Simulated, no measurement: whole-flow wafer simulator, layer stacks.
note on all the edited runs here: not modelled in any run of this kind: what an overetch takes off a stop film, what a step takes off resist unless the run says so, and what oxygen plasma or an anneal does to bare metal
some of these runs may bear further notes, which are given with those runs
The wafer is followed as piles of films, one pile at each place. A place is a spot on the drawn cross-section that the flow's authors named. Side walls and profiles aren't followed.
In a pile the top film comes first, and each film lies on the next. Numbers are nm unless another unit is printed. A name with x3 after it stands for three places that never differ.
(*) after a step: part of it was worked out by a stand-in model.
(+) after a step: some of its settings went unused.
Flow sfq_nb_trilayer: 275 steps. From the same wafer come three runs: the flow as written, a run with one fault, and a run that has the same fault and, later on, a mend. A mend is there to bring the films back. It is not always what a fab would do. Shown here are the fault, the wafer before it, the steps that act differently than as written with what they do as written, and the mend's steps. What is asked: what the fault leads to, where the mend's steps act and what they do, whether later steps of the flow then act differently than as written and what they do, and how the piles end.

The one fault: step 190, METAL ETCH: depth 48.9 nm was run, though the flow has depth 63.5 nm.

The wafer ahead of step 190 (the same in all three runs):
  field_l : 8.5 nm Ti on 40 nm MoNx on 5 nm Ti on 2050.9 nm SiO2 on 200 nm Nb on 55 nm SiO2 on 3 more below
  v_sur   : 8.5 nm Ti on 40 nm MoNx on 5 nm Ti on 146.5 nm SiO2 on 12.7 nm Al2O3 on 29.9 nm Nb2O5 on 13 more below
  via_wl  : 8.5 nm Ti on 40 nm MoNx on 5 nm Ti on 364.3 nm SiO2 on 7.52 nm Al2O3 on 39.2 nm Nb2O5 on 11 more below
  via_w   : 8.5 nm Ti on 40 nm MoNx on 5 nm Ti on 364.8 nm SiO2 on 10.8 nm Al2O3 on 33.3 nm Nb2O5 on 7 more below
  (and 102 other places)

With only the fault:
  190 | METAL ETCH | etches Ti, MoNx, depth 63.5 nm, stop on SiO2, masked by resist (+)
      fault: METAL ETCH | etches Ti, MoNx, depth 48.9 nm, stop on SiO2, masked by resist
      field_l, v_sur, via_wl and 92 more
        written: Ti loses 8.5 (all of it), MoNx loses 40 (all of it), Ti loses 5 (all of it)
        fault: Ti loses 8.5 (all of it), MoNx loses 40 (all of it), Ti loses 0.4
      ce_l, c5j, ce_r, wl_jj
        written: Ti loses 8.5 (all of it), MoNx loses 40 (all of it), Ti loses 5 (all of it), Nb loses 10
        fault: Ti loses 8.5 (all of it), MoNx loses 40 (all of it), Ti loses 0.4
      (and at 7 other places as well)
  Steps further on in the flow that do not act as written (12 other steps are not shown; they differ only slightly, by no more than 2% or 0.5 nm, whichever is larger):
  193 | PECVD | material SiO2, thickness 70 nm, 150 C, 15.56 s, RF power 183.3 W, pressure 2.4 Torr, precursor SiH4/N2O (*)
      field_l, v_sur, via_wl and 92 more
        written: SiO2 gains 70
        fault: SiO2 gains 70 (new film)
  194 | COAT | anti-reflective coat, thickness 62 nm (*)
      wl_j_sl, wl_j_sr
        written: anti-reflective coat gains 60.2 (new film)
        fault: anti-reflective coat gains 62 (new film)
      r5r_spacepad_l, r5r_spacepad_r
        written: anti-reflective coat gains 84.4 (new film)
        fault: anti-reflective coat gains 82.4 (new film)
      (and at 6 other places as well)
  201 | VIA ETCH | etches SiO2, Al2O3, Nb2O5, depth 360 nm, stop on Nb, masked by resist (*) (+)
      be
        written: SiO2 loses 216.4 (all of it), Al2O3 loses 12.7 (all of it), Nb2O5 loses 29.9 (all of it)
        fault: SiO2 loses 69.8 (all of it), Ti loses 4.6 (all of it), SiO2 loses 146.5 (all of it), Al2O3 loses 12.7 (all of it), Nb2O5 loses 29.9 (all of it)
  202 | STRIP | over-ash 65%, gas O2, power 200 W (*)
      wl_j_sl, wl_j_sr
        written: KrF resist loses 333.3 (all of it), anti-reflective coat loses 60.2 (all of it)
        fault: KrF resist loses 333.1 (all of it), anti-reflective coat loses 62 (all of it)
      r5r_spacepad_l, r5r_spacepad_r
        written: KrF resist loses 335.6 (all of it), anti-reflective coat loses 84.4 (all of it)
        fault: KrF resist loses 335.4 (all of it), anti-reflective coat loses 82.4 (all of it)
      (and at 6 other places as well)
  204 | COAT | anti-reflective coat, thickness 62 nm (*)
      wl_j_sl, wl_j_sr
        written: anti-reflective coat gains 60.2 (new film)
        fault: anti-reflective coat gains 62 (new film)
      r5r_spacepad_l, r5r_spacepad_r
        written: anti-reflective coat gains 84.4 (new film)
        fault: anti-reflective coat gains 82.4 (new film)
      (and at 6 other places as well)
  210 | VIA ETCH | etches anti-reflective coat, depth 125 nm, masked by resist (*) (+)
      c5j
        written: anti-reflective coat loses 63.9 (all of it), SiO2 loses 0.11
        fault: anti-reflective coat loses 61.3 (all of it), SiO2 loses 0.12
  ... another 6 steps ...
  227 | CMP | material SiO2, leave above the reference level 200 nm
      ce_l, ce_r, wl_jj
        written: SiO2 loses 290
        fault: SiO2 loses 300
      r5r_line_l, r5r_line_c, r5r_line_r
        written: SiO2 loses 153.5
        fault: SiO2 loses 148.9
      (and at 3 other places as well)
  The piles end different from the flow's at field_l, v_sur, via_wl and 99 more by more than 2% or 0.5 nm, whichever is larger.
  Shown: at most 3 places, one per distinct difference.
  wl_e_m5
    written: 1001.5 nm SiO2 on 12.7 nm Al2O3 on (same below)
    fault: 855 nm SiO2 on 4.6 nm Ti on 146.5 nm SiO2 on 12.7 nm Al2O3 on (same below)
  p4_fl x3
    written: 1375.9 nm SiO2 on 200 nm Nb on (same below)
    fault: 855 nm SiO2 on 4.6 nm Ti on 520.9 nm SiO2 on 200 nm Nb on (same below)
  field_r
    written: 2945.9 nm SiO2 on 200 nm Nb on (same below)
    fault: 855 nm SiO2 on 4.6 nm Ti on 2090.9 nm SiO2 on 200 nm Nb on (same below)

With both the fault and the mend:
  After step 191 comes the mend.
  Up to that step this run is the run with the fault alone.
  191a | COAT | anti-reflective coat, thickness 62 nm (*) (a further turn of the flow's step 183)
      p4_fl x3, p4_w1 x9, p4_g1 x2 and 57 more
        anti-reflective coat gains 62 (new film)
      field_l, v_sur, via_wl, via_w, via_wr, l0v
        anti-reflective coat gains 62.2 (new film)
      via_sp, via_v, wire, ln_m6, lsp_r, l0_sur
        anti-reflective coat gains 62.3 (new film)
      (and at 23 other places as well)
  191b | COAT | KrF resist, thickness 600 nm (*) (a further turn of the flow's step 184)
      p4_fl x3, p4_w1 x9, p4_g1 x2 and 57 more
        KrF resist gains 600 (new film)
      v_sur, via_wl, via_w
        KrF resist gains 600.6 (new film)
      via_wr, via_sp, l0v
        KrF resist gains 600.7 (new film)
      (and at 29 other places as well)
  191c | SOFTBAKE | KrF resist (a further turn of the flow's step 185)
      leaves every film unchanged at each place that is followed
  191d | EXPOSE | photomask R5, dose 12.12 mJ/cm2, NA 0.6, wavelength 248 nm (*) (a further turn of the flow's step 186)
      leaves every film unchanged at each place that is followed
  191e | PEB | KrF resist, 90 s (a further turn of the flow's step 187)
      field_l, v_sur, via_wl and 75 more
        KrF resist loses 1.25
      via_v, wire, be and 14 more
        KrF resist loses 1.26
      c5j, ce_r, moat, r5r_space_c
        KrF resist loses 1.27
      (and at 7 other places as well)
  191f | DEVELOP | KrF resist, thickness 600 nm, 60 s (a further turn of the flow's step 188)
      p4_fl x3, p4_w1 x9, p4_g1 x2 and 57 more
        KrF resist loses 598.7 (all of it)
      be_r, r_sur, res, r_end, r5r_line_l, r5r_line_c, r5r_line_r
        KrF resist loses 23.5
      field_l, v_sur, via_wl
        KrF resist loses 599.3 (all of it)
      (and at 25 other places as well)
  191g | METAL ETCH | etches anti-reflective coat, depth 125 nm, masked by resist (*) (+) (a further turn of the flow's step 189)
      p4_fl x3, p4_w1 x9, p4_g1 x2 and 57 more
        anti-reflective coat loses 62 (all of it)
      be_r, r_sur, res, r_end, r5r_line_l, r5r_line_c, r5r_line_r
        KrF resist loses 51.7
      field_l, v_sur, via_wl, via_w, via_wr, l0v
        anti-reflective coat loses 62.2 (all of it)
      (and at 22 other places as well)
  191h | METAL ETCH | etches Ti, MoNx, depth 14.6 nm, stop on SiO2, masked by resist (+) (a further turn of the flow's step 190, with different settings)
      field_l, v_sur, via_wl and 92 more
        Ti loses 4.6 (all of it)
      be_r, r_sur, res, r_end, r5r_line_l, r5r_line_c, r5r_line_r
        KrF resist loses 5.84
      ce_l, c5j, ce_r, wl_jj
        Ti loses 4.6 (all of it), Nb loses 10
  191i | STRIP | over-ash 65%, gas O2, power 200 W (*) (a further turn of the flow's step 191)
      r5r_line_l, r5r_line_c, r5r_line_r
        KrF resist loses 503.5 (all of it), anti-reflective coat loses 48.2 (all of it)
      be_r
        KrF resist loses 497.4 (all of it), anti-reflective coat loses 53.9 (all of it)
      r_sur
        KrF resist loses 497.4 (all of it), anti-reflective coat loses 57.6 (all of it)
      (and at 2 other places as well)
  Every later step of the flow that is run acts as written at every place that is followed.
  By the end, the piles equal the flow's at every place that both follow.
